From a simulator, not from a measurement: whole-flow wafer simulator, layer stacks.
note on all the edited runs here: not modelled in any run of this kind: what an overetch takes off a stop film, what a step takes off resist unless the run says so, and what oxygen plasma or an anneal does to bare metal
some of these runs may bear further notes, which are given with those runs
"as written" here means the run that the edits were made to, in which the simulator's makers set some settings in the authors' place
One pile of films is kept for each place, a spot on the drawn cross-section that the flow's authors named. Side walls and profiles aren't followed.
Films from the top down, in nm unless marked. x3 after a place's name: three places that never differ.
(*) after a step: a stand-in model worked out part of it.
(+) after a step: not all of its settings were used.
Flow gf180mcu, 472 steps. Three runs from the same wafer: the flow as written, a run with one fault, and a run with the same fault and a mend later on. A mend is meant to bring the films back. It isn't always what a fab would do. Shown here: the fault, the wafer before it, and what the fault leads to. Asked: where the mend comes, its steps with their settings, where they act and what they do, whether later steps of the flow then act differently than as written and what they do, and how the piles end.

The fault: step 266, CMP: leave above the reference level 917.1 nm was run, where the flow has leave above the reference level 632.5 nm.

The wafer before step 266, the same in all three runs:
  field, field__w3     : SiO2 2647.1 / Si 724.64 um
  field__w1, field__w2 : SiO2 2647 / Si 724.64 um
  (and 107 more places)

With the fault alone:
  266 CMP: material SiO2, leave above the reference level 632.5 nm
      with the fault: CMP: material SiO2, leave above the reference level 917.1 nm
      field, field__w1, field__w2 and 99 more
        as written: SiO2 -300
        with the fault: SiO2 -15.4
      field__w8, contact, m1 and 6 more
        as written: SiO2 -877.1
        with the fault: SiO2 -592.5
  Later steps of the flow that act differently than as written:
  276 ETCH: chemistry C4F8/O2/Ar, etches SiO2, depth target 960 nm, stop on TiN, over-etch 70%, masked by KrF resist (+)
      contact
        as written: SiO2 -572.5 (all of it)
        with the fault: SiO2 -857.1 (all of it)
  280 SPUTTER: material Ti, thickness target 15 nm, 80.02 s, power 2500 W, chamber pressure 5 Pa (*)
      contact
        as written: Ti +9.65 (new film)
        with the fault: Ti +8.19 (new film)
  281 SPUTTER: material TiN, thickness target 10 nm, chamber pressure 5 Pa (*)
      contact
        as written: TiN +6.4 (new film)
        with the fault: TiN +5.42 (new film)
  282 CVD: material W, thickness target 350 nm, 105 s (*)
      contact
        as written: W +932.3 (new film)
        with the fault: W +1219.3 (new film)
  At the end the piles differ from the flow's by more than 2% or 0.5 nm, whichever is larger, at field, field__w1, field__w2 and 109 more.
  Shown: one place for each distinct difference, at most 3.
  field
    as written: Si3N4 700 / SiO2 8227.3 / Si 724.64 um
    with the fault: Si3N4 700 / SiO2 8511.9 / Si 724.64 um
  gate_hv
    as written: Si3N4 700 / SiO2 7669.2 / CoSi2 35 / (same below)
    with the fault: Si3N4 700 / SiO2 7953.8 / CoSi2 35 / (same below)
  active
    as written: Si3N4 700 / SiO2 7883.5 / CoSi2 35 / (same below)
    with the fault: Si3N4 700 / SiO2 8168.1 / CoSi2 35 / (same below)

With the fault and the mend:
  The mend comes after step 274.
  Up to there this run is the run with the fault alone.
  274a STRIP: chemistry O2/N2, power 2160 W, pressure 1700 mTorr (*)
      field, field__w1, field__w2 and 107 more
        KrF resist -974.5 (all of it), anti-reflective coat -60 (all of it)
      contact
        anti-reflective coat -60 (all of it)
  274b CMP: material SiO2, leave above the reference level 632.5 nm (the flow's step 266 once more)
      field, field__w1, field__w2 and 108 more
        SiO2 -284.6
  274c HMDS: 120 C, 60 s (the flow's step 268 once more)
      changes no film at any place that is followed
  274d COAT: anti-reflective coat, thickness 60 nm, 182 C, 71 s (the flow's step 269 once more)
      field, field__w1, field__w2 and 108 more
        anti-reflective coat +60 (new film)
  274e COAT: KrF resist, thickness 1000 nm (the flow's step 270 once more)
      field, field__w1, field__w2 and 108 more
        KrF resist +1000 (new film)
  274f SOFTBAKE: KrF resist (the flow's step 271 once more)
      changes no film at any place that is followed
  274g EXPOSE: photomask Via1 (the flow's step 272 once more)
      changes no film at any place that is followed
  274h PEB: KrF resist, 135 C, 90 s (the flow's step 273 once more)
      field, field__w1, field__w2 and 108 more
        KrF resist -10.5
  274i DEVELOP: KrF resist, thickness 1000 nm, 60 s (the flow's step 274 once more)
      field, field__w1, field__w2 and 107 more
        KrF resist -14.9
      contact
        KrF resist -989.5 (all of it)
  No later step of the flow acts differently than as written at any place that is followed.
  At the end the piles are the same as the flow's at every place that both follow.
